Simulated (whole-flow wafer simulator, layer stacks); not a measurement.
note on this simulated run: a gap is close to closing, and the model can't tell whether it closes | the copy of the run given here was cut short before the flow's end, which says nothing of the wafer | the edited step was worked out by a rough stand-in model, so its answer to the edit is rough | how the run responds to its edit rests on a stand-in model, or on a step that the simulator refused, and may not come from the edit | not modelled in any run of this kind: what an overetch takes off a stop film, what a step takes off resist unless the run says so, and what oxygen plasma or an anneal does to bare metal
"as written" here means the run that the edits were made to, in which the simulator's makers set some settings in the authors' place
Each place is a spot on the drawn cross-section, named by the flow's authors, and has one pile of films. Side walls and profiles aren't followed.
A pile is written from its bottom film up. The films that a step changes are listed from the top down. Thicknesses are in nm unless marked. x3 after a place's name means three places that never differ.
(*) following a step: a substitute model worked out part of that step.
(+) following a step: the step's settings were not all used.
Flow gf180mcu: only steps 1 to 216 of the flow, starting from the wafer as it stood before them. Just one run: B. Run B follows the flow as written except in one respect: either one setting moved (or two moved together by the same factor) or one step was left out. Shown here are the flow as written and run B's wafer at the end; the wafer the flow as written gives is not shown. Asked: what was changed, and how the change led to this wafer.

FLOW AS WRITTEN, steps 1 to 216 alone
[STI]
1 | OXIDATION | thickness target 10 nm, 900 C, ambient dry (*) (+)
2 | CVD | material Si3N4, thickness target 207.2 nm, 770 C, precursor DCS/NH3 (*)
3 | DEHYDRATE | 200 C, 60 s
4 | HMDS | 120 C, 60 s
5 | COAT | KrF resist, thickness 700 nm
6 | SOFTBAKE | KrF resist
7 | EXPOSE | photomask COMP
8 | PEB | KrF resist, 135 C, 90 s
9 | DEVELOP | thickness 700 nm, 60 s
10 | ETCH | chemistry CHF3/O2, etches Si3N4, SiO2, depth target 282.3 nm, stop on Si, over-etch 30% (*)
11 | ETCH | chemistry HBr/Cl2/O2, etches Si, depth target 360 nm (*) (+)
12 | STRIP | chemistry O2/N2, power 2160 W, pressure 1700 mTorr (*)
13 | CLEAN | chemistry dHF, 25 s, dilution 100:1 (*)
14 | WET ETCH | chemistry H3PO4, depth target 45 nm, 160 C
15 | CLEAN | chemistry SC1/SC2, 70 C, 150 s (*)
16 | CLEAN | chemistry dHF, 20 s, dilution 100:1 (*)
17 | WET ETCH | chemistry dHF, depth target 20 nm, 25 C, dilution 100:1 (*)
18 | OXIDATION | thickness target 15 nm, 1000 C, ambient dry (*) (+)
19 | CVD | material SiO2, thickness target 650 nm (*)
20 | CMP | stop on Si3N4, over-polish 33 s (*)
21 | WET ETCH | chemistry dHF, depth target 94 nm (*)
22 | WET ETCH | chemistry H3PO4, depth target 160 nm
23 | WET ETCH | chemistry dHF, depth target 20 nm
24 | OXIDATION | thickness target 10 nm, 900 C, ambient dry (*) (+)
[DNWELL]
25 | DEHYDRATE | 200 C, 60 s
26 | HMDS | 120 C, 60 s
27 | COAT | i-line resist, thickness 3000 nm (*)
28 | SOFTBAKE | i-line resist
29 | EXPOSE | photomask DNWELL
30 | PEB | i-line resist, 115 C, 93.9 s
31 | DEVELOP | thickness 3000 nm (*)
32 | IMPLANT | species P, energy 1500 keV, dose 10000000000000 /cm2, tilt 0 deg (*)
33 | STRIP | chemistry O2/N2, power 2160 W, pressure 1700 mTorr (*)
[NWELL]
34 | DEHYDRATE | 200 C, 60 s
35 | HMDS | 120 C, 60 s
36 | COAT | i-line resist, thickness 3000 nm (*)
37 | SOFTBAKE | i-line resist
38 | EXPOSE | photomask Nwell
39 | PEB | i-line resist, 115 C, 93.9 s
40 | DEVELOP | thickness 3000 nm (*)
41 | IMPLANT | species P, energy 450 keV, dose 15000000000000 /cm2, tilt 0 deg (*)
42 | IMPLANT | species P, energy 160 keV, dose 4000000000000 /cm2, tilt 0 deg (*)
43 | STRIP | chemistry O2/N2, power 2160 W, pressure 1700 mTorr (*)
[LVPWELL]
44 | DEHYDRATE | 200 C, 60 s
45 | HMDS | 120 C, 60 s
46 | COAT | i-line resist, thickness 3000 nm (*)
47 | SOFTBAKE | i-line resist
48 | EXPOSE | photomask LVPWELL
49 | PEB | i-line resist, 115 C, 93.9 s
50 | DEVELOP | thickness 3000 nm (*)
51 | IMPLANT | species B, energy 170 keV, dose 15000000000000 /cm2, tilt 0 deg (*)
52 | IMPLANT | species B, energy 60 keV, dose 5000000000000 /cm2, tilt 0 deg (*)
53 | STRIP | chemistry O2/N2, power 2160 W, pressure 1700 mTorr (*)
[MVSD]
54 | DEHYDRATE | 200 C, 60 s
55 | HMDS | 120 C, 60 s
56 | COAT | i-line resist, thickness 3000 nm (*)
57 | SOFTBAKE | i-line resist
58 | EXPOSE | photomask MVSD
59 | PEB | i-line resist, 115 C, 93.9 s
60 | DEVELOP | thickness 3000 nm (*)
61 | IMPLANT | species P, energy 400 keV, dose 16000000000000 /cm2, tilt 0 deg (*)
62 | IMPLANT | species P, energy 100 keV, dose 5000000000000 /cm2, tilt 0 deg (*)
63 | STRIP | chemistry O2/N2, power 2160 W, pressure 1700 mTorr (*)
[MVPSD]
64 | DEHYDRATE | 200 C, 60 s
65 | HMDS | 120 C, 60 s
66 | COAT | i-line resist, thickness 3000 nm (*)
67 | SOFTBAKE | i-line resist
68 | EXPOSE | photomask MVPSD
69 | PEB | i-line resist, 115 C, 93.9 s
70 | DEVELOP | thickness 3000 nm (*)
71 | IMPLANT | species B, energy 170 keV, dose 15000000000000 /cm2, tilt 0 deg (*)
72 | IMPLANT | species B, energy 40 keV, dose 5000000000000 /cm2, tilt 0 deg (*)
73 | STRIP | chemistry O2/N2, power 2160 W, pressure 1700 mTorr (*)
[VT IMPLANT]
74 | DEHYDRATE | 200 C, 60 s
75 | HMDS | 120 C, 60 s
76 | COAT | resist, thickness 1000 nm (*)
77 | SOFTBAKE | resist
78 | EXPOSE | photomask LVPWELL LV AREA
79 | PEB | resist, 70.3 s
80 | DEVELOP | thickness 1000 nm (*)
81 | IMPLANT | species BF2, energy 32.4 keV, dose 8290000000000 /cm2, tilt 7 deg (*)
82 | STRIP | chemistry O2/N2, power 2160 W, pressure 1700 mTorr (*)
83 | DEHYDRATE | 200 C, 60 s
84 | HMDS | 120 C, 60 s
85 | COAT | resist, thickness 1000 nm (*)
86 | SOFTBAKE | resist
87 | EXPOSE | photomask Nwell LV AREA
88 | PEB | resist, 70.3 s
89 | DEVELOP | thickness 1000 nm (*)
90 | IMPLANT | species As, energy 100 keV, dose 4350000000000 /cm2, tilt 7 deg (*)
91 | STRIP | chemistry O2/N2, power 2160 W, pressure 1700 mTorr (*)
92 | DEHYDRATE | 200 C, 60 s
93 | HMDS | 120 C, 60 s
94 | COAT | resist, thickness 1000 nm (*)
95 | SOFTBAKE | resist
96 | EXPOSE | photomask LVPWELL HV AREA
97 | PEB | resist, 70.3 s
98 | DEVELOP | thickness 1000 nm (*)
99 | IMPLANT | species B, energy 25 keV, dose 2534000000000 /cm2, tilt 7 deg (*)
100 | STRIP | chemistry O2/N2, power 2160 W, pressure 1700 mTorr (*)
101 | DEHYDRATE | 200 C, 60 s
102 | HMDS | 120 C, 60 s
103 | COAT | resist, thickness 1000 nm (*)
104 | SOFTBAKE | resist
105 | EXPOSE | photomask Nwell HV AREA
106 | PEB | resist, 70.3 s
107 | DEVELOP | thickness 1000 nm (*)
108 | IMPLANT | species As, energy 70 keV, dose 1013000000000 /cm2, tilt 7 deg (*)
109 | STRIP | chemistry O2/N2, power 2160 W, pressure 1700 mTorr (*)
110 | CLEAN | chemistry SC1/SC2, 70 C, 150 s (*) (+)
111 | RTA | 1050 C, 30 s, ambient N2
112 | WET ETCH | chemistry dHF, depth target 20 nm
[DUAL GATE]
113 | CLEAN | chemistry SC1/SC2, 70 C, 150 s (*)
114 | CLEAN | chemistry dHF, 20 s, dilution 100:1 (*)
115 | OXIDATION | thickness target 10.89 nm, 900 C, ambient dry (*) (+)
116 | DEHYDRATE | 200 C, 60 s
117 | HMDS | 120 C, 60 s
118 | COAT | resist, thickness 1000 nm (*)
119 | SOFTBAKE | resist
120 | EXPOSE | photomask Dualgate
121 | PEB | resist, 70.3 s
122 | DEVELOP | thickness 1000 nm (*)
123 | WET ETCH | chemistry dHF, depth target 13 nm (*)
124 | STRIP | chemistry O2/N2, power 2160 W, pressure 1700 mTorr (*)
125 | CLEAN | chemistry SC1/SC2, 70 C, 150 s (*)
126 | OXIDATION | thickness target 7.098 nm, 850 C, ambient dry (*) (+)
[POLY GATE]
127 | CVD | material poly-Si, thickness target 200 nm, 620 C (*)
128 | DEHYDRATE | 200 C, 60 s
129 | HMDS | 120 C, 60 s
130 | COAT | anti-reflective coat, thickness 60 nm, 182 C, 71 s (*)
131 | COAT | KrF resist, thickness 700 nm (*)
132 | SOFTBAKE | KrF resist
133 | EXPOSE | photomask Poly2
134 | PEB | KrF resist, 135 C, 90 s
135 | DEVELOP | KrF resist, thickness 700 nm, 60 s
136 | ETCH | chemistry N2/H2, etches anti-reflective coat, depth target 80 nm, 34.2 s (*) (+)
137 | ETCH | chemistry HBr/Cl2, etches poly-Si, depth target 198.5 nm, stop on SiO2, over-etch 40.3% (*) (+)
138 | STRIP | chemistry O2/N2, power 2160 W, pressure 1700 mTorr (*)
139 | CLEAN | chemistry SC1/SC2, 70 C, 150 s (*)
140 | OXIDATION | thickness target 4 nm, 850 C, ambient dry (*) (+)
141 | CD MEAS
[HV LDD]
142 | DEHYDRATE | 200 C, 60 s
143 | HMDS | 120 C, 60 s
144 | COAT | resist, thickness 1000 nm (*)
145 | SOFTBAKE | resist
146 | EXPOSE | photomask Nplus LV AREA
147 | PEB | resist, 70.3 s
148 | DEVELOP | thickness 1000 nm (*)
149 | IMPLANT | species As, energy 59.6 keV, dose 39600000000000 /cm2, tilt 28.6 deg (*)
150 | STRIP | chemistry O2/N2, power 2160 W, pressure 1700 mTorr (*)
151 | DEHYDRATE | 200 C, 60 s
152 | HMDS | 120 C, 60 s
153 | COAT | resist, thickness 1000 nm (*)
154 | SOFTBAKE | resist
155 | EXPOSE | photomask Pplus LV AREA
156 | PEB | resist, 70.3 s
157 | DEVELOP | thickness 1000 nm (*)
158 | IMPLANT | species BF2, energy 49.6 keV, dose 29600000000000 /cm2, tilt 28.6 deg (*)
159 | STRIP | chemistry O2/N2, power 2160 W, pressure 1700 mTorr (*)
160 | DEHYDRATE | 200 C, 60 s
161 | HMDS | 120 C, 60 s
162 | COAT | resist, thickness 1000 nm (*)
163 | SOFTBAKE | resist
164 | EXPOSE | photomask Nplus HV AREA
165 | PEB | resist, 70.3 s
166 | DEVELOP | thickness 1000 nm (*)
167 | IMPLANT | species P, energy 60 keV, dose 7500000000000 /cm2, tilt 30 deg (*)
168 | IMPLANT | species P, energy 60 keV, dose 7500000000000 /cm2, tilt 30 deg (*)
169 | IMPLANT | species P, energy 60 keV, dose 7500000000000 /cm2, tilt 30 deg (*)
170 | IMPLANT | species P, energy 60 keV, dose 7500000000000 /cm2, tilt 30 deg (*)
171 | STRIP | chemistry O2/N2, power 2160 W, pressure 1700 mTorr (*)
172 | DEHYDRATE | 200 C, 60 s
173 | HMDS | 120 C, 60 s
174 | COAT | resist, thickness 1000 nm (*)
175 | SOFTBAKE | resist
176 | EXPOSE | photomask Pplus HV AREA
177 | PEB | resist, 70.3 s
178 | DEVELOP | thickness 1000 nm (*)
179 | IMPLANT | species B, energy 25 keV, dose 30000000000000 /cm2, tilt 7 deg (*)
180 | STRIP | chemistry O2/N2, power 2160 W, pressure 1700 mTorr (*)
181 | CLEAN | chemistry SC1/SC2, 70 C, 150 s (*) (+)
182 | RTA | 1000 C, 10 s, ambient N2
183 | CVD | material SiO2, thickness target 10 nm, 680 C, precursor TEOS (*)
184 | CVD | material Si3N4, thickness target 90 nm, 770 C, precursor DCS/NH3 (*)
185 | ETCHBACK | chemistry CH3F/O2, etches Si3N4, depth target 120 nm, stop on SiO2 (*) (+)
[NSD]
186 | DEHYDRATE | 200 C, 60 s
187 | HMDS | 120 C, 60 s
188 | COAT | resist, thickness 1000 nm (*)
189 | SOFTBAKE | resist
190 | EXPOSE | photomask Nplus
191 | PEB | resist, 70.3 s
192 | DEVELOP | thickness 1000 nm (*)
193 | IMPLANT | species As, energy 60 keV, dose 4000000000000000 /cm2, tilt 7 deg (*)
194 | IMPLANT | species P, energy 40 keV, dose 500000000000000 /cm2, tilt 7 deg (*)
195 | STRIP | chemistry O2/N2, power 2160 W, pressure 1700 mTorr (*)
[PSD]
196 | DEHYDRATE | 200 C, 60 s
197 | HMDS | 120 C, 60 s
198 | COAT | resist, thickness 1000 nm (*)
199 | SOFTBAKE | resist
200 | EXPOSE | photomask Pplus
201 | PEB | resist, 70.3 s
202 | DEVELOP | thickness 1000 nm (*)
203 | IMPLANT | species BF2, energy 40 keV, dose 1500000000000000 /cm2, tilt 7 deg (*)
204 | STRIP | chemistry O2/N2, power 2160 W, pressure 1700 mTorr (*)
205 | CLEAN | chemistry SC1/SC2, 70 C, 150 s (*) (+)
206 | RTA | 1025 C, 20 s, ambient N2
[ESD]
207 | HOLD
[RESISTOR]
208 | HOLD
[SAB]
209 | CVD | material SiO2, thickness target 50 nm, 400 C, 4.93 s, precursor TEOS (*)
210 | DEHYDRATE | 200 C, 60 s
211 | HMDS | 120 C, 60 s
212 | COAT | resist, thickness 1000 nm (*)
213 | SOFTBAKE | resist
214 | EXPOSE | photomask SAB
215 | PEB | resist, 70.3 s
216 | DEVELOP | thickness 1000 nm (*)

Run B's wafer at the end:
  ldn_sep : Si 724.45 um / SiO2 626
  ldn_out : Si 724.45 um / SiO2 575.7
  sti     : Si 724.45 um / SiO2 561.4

Cause: step 11, ETCH: depth target 549 nm was run, though the flow has depth target 360 nm.

How this came from the change, step by step:
  11 | ETCH | chemistry HBr/Cl2/O2, etches Si, depth target 360 nm (*) (+)
      active, n_well, p_well and 40 more: -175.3 KrF resist (as written it would have been: -112.3 KrF resist)
      field, field_sub, sti and 34 more: -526 Si (as written it would have been: -337 Si)
  12 | STRIP | chemistry O2/N2, power 2160 W, pressure 1700 mTorr (*)
      active, n_well, p_well and 40 more: -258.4 KrF resist (all of it) (as written it would have been: -321.4 KrF resist (all of it))
  19 | CVD | material SiO2, thickness target 650 nm (*)
      m1, ld_fp_n, ld_drift_n and 8 more: +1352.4 SiO2 (as written it would have been: +1163.4 SiO2)
  20 | CMP | stop on Si3N4, over-polish 33 s (*)
      sti, mim_1p0 x3, iso_nw_fld and 9 more: nothing (as written it would have been: -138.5 SiO2)
      nw_enc_fld, nw_enc_fld_lv: nothing (as written it would have been: -142.5 SiO2)
      (as well as at 10 more places)
  28 | SOFTBAKE | i-line resist
      field: -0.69 i-line resist (as written it would have been: +2.45 i-line resist)
      field_sub: -0.41 i-line resist (as written it would have been: +1.87 i-line resist)
      (as well as at 63 more places)
  37 | SOFTBAKE | i-line resist
      field: -0.69 i-line resist (as written it would have been: +2.45 i-line resist)
      field_sub: -0.41 i-line resist (as written it would have been: +1.87 i-line resist)
      (as well as at 63 more places)
  47 | SOFTBAKE | i-line resist
      field: -0.69 i-line resist (as written it would have been: +2.45 i-line resist)
      field_sub: -0.41 i-line resist (as written it would have been: +1.87 i-line resist)
      (as well as at 63 more places)
  57 | SOFTBAKE | i-line resist
      field: -0.69 i-line resist (as written it would have been: +2.45 i-line resist)
      field_sub: -0.41 i-line resist (as written it would have been: +1.87 i-line resist)
      (as well as at 63 more places)
  67 | SOFTBAKE | i-line resist
      field: -0.69 i-line resist (as written it would have been: +2.45 i-line resist)
      field_sub: -0.41 i-line resist (as written it would have been: +1.87 i-line resist)
      (as well as at 63 more places)
  76 | COAT | resist, thickness 1000 nm (*)
      p_well, spacer, sd_n: +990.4 resist (new film) (as written it would have been: +1033.8 resist (new film))
      field__w6: +1007.3 resist (new film) (as written it would have been: +984.3 resist (new film))
      (as well as at 45 more places)
  77 | SOFTBAKE | resist
      sd_p_hv, ldp_gr: -0.3 resist (as written it would have been: +1.02 resist)
      field: nothing (as written it would have been: -0.74 resist)
      (as well as at 53 more places)
  79 | PEB | resist, 70.3 s
      p_well, spacer, sd_n, ldp_gr: -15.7 resist (as written it would have been: -16.4 resist)
      iso_ptap_pw, iso_ntap_nw, iso_ptap_sub, vpnp_e: -15.7 resist (as written it would have been: -16.3 resist)
  80 | DEVELOP | thickness 1000 nm (*)
      p_well, spacer, sd_n: -974.7 resist (all of it) (as written it would have been: -1017.4 resist (all of it))
      active: -978.3 resist (all of it) (as written it would have been: -1004 resist (all of it))
      (as well as at 5 more places)
  82 | STRIP | chemistry O2/N2, power 2160 W, pressure 1700 mTorr (*)
      n_well, ld_drn_n: -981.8 resist (all of it) (as written it would have been: -1002.9 resist (all of it))
      field__w6: -991.7 resist (all of it) (as written it would have been: -968.6 resist (all of it))
      (as well as at 43 more places)
  85 | COAT | resist, thickness 1000 nm (*)
      p_well, spacer, sd_n: +990.4 resist (new film) (as written it would have been: +1033.8 resist (new film))
      field__w6: +1007.3 resist (new film) (as written it would have been: +984.3 resist (new film))
      (as well as at 45 more places)
  86 | SOFTBAKE | resist
      sd_p_hv, ldp_gr: -0.3 resist (as written it would have been: +1.02 resist)
      field: nothing (as written it would have been: -0.74 resist)
      (as well as at 53 more places)
  ... 57 further steps ...
  216 | DEVELOP | thickness 1000 nm (*)
      p_well, sd_n: -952 resist (all of it) (as written it would have been: -996.4 resist (all of it))
      field__w6: -1076.8 resist (all of it) (as written it would have been: -1026.2 resist (all of it))
      (as well as at 46 more places)
